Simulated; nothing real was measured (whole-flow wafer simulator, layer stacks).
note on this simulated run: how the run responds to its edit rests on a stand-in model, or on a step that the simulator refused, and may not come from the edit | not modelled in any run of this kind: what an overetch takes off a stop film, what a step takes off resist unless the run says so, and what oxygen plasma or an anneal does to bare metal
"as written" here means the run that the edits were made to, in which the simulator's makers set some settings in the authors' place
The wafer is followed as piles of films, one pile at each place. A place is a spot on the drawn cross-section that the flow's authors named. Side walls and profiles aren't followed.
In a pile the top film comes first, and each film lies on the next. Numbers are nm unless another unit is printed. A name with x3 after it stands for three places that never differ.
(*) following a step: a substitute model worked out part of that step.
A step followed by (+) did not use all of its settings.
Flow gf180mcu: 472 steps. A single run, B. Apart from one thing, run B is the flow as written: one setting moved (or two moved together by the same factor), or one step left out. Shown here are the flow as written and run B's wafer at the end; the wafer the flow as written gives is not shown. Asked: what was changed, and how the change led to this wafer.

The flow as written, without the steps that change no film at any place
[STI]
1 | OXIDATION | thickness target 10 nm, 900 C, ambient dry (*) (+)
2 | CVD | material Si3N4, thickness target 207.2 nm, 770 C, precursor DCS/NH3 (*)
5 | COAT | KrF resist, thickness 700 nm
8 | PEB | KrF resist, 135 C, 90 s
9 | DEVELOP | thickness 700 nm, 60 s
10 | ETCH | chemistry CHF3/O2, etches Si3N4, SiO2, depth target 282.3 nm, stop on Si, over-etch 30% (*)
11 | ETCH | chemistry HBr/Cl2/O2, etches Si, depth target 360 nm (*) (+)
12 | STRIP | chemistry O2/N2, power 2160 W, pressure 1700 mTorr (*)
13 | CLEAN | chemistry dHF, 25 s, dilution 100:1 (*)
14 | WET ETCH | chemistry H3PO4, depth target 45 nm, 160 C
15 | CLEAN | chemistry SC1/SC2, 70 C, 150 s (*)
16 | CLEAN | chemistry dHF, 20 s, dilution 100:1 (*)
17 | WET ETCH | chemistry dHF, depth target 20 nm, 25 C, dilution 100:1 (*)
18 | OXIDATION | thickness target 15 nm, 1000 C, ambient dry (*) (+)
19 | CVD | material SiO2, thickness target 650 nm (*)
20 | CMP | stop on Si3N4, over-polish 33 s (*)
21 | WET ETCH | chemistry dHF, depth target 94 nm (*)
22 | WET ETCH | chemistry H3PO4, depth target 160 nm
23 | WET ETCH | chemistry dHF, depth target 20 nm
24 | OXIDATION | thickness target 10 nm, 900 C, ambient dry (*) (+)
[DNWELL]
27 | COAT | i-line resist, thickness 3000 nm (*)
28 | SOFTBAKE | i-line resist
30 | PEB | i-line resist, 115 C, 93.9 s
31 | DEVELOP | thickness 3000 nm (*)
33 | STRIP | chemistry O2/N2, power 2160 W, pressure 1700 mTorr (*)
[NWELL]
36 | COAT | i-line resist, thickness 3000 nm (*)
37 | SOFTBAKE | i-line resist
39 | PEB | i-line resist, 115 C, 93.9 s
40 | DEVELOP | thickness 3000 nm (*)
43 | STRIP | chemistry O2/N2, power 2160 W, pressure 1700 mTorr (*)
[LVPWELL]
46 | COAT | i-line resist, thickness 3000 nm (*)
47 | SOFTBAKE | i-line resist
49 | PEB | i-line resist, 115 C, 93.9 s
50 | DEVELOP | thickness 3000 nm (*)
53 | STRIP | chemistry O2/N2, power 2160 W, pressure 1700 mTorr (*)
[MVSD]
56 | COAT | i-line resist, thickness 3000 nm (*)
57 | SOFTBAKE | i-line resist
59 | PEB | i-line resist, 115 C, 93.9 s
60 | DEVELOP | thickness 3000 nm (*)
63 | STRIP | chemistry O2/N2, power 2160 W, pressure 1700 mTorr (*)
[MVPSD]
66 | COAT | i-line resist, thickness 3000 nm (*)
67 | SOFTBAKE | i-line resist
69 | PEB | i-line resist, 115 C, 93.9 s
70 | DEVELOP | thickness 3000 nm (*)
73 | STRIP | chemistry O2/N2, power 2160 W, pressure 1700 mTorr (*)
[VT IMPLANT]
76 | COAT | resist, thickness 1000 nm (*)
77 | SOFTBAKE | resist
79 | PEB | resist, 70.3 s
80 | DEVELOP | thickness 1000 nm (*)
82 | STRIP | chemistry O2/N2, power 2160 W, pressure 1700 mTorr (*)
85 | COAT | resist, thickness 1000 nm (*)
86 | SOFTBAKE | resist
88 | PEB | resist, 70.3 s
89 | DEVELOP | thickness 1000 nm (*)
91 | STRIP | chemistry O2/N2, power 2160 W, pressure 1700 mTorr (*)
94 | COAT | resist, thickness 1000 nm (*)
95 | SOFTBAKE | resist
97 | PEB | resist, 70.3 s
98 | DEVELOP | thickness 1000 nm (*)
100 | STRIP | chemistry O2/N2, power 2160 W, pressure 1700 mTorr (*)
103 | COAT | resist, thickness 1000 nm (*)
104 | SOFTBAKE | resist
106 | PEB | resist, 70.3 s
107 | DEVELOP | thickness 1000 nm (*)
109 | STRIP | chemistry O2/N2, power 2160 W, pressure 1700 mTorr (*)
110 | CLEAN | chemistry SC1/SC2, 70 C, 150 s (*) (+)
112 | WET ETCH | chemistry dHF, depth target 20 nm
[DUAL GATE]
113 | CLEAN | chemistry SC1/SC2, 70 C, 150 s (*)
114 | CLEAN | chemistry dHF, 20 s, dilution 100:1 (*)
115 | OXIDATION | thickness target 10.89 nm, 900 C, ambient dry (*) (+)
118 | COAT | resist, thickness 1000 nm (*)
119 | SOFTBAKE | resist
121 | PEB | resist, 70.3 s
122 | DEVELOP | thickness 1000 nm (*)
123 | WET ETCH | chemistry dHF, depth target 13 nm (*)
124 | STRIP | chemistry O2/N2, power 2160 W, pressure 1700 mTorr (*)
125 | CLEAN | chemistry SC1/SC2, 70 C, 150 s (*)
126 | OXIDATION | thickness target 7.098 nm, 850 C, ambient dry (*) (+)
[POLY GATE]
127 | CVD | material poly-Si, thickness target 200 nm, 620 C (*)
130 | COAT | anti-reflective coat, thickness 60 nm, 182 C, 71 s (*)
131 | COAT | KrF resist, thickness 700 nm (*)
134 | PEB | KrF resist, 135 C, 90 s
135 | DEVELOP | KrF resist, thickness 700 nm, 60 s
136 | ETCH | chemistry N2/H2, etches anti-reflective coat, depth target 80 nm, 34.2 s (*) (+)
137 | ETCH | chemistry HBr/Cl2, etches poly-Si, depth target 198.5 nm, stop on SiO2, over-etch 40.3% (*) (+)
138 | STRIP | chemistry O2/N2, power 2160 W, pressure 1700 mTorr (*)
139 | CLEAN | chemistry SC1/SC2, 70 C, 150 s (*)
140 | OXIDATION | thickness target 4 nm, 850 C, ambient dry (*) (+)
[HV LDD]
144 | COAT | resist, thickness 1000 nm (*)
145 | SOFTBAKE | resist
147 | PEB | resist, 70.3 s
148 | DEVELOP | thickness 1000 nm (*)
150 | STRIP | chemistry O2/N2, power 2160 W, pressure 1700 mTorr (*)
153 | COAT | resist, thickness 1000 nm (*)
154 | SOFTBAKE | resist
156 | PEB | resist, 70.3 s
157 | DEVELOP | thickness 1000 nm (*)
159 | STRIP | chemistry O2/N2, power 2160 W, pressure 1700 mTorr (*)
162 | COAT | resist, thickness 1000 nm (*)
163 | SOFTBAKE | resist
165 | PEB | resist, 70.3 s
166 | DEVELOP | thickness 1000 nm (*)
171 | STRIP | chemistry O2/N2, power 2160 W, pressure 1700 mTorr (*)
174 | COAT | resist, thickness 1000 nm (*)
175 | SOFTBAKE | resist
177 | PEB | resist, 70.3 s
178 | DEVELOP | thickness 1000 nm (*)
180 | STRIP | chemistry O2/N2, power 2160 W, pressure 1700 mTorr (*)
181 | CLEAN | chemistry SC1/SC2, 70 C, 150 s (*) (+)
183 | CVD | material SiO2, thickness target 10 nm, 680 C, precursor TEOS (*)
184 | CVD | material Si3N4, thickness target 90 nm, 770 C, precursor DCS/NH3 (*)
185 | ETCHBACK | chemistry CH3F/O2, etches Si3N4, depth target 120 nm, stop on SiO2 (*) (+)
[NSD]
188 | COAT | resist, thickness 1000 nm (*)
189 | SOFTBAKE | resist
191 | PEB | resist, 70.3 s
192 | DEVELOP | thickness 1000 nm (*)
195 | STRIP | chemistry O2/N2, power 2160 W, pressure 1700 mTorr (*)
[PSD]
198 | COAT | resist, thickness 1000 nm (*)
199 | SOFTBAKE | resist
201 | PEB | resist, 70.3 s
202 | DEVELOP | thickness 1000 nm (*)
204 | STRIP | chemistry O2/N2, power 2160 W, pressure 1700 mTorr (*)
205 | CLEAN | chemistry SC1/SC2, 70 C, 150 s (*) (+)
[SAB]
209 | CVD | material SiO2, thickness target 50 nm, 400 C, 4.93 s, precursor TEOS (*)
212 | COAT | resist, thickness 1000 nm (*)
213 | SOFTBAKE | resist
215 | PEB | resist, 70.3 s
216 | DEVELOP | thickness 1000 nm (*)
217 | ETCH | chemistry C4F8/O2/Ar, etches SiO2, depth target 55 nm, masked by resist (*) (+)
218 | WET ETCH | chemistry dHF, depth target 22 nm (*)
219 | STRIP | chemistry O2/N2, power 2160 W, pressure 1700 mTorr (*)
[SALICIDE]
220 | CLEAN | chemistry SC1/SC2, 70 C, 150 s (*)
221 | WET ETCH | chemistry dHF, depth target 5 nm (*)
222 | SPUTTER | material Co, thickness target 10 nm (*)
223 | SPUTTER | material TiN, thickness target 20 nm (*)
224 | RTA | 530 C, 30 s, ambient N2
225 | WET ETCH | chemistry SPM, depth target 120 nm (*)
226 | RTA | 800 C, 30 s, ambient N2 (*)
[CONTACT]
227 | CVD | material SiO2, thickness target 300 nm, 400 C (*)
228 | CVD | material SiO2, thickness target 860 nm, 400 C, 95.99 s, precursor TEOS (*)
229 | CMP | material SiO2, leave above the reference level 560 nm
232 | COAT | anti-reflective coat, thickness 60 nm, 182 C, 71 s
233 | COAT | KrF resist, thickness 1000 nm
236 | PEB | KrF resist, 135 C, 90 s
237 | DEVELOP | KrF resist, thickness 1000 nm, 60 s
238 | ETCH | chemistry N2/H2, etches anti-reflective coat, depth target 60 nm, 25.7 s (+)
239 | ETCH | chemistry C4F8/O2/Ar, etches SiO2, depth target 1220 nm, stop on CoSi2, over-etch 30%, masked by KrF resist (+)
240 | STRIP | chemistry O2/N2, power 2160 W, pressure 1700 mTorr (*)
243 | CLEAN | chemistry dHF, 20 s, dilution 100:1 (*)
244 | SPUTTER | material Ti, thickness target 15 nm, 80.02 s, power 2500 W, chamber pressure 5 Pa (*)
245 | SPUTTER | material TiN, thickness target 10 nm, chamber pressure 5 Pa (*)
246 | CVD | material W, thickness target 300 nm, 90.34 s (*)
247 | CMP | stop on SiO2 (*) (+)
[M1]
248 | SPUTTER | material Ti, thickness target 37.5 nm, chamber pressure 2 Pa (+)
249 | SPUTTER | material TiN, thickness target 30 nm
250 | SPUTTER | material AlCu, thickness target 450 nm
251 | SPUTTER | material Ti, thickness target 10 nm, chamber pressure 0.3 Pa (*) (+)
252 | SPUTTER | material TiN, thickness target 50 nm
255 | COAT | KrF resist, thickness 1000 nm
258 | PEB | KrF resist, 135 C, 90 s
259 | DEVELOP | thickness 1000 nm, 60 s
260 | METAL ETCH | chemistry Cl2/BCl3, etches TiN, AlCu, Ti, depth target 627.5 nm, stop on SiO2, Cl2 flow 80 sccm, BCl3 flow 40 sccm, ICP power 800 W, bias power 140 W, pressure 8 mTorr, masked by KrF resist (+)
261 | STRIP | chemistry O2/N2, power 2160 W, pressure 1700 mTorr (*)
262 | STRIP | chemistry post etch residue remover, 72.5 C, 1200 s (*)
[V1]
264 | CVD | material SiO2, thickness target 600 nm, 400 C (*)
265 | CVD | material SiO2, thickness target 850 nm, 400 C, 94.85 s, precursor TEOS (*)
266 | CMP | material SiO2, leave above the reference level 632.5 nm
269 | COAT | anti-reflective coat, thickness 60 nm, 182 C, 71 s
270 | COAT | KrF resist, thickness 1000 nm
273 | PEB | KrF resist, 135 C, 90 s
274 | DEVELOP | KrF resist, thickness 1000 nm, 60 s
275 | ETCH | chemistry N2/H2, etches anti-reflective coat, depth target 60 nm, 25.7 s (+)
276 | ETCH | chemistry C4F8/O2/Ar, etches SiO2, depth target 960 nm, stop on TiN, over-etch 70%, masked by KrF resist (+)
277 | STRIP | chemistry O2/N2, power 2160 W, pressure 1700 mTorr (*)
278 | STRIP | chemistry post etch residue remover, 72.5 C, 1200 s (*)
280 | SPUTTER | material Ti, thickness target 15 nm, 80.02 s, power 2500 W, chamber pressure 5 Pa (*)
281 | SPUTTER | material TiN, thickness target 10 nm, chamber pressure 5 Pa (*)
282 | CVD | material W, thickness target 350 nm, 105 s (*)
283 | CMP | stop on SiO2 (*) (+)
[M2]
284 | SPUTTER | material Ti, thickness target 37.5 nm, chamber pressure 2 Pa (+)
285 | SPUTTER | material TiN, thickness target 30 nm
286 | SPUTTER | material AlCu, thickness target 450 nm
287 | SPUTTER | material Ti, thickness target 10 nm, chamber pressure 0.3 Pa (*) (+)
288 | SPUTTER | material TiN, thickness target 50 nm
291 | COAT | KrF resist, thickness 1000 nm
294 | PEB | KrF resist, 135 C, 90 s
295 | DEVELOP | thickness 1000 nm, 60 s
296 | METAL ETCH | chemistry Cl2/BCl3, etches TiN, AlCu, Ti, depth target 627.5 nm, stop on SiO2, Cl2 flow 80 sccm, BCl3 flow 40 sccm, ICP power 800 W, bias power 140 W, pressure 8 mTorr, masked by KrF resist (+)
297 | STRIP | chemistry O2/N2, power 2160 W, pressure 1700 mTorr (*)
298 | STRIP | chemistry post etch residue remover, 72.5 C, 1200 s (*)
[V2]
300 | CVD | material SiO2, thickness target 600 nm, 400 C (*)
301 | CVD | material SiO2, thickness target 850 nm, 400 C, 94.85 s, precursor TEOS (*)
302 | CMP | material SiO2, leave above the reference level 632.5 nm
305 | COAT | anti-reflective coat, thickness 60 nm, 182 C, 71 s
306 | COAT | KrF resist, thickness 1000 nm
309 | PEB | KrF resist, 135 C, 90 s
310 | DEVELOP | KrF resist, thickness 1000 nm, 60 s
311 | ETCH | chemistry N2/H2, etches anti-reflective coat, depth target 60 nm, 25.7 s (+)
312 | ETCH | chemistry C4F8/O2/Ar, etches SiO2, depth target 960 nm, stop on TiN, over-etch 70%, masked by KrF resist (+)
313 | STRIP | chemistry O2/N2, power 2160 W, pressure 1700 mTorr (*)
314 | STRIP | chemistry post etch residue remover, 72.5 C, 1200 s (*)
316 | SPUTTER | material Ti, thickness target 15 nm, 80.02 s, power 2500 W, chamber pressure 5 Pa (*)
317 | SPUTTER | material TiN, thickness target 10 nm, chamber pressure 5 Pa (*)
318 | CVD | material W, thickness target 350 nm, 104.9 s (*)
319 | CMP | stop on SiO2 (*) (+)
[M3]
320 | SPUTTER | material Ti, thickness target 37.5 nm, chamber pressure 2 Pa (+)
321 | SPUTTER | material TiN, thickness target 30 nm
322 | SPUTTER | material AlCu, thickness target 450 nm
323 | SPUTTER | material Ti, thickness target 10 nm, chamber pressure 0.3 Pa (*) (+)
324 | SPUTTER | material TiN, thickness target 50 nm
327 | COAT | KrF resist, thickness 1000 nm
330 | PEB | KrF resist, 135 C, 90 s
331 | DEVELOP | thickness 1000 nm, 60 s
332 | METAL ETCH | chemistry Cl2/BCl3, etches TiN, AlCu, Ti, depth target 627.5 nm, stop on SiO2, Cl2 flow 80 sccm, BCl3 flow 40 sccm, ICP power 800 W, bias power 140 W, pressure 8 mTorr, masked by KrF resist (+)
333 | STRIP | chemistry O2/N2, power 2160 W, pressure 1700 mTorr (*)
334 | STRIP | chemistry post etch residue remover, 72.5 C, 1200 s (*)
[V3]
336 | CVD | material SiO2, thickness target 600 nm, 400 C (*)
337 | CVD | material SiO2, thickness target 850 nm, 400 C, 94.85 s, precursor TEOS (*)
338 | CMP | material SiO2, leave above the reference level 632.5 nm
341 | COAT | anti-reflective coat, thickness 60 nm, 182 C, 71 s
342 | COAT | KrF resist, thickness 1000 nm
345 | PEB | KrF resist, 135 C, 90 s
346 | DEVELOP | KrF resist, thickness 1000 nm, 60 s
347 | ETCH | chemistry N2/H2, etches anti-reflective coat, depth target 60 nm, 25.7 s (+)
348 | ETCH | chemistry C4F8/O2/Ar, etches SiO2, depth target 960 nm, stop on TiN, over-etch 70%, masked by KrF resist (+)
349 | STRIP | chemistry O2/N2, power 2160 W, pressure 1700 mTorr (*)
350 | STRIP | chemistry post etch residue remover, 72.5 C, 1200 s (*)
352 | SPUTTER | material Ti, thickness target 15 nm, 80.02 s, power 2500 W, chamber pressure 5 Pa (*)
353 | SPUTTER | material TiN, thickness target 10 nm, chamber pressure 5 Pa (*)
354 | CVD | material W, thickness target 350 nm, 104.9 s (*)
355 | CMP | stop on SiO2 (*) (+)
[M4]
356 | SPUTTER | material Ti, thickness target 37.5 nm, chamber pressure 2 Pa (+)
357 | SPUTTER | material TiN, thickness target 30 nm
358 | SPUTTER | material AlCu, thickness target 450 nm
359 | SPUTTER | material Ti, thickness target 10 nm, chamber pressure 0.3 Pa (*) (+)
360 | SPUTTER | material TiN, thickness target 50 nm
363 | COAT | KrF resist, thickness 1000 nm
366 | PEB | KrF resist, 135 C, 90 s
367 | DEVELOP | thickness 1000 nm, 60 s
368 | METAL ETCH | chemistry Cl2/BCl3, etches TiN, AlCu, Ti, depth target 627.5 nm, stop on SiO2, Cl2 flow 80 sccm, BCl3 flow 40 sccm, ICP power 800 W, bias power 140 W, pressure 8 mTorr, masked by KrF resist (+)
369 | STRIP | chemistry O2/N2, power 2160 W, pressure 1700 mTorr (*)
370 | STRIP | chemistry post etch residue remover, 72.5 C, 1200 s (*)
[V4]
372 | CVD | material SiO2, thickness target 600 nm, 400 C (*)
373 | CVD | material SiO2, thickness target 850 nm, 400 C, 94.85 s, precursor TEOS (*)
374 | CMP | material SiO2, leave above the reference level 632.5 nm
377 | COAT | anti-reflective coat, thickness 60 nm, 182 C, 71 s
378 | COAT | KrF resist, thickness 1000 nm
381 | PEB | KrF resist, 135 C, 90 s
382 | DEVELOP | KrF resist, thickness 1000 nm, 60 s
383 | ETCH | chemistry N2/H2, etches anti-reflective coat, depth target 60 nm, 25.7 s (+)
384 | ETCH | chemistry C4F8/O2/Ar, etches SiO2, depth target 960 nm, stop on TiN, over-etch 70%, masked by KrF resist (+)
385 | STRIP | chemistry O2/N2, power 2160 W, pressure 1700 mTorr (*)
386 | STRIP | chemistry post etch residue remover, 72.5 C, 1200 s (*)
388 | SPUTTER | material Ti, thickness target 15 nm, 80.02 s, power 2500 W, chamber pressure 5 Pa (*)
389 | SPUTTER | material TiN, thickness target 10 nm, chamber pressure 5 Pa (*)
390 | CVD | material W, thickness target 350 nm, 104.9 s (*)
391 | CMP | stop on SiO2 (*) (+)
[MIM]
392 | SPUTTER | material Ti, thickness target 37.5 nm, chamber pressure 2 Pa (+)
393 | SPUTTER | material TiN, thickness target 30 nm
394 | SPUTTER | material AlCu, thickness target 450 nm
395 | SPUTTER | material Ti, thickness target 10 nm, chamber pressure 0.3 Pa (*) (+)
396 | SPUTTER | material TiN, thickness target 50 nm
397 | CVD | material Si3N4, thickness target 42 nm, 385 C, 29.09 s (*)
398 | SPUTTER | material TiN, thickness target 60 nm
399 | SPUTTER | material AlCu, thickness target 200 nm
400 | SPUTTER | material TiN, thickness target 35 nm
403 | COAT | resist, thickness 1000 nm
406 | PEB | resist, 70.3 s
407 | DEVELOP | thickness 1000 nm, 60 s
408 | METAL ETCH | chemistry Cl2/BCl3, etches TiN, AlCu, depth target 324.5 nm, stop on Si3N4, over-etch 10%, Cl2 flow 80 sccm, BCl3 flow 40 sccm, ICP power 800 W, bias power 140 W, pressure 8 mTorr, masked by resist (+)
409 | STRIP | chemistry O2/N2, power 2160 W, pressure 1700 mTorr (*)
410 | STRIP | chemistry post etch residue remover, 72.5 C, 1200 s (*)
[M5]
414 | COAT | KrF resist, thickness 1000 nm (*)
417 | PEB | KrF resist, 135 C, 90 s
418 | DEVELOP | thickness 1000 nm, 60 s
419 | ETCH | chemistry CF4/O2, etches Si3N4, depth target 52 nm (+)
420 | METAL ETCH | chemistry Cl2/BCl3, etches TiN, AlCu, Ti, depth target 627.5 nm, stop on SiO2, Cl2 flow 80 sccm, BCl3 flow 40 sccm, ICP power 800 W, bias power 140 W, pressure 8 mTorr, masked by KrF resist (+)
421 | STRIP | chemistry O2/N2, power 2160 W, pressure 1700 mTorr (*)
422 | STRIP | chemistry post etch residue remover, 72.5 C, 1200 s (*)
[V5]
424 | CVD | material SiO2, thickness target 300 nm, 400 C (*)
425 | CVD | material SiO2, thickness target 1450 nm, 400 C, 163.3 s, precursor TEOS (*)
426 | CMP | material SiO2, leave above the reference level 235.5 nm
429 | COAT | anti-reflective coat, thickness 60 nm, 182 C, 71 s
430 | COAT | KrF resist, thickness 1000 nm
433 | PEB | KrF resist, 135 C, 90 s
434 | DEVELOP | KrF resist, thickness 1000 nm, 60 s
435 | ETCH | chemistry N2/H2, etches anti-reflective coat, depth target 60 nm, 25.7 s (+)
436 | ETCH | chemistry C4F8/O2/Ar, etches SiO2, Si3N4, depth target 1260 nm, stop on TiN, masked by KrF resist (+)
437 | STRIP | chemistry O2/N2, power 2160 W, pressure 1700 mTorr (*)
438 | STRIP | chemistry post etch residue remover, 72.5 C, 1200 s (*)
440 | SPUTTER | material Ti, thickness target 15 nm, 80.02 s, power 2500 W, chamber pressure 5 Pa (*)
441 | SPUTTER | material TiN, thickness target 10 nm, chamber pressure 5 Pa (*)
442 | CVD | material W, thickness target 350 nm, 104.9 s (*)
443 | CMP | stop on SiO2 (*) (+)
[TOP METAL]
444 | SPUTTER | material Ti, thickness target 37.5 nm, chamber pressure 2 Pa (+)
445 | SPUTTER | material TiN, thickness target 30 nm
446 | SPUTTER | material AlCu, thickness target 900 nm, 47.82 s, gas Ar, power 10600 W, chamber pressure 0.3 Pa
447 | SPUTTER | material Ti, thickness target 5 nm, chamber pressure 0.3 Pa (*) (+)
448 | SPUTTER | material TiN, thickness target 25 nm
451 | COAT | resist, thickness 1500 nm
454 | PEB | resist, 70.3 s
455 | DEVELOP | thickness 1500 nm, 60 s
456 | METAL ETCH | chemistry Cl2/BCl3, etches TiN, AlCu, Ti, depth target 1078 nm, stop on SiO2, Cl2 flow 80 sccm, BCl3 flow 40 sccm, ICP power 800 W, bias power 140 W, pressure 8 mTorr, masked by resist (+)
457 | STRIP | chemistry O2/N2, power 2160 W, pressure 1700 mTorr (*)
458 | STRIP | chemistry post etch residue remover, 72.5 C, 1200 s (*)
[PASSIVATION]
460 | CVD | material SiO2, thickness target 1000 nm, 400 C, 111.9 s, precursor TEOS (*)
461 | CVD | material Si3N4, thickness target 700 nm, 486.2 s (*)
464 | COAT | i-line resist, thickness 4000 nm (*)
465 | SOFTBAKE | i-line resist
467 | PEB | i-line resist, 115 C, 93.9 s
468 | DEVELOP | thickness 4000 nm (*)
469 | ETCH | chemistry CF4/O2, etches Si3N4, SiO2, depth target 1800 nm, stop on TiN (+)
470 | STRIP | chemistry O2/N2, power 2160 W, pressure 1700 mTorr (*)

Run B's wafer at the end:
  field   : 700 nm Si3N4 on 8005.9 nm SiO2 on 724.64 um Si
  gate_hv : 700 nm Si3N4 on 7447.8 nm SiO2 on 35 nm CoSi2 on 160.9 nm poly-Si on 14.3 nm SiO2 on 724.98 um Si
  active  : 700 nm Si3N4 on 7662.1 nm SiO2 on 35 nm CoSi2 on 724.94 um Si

Cause: step 374, CMP: leave above the reference level 411.1 nm was run, while the flow as written has leave above the reference level 632.5 nm.

Step by step, how the change led to this:
  374 | CMP | material SiO2, leave above the reference level 632.5 nm
      field, field__w1, field__w2 and 103 more: SiO2 loses 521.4 (it would be, as written: SiO2 loses 300)
      field__w8, contact, m1, m1__w1, m1_nw: SiO2 loses 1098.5 (it would be, as written: SiO2 loses 877.1)
  384 | ETCH | chemistry C4F8/O2/Ar, etches SiO2, depth target 960 nm, stop on TiN, over-etch 70%, masked by KrF resist (+)
      field, field__w1, field__w2 and 107 more: KrF resist loses 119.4 (it would be, as written: KrF resist loses 192)
      contact: SiO2 loses 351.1 (all of it) (it would be, as written: SiO2 loses 572.5 (all of it))
  385 | STRIP | chemistry O2/N2, power 2160 W, pressure 1700 mTorr (*)
      field, field__w1, field__w2 and 107 more: KrF resist loses 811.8 (all of it), anti-reflective coat loses 60 (all of it) (it would be, as written: KrF resist loses 739.2 (all of it), anti-reflective coat loses 60 (all of it))
  388 | SPUTTER | material Ti, thickness target 15 nm, 80.02 s, power 2500 W, chamber pressure 5 Pa (*)
      contact: Ti gains 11 (new film) (it would be, as written: Ti gains 9.65 (new film))
  389 | SPUTTER | material TiN, thickness target 10 nm, chamber pressure 5 Pa (*)
      contact: TiN gains 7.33 (new film) (it would be, as written: TiN gains 6.4 (new film))
  390 | CVD | material W, thickness target 350 nm, 104.9 s (*)
      contact: W gains 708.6 (new film) (it would be, as written: W gains 932.3 (new film))
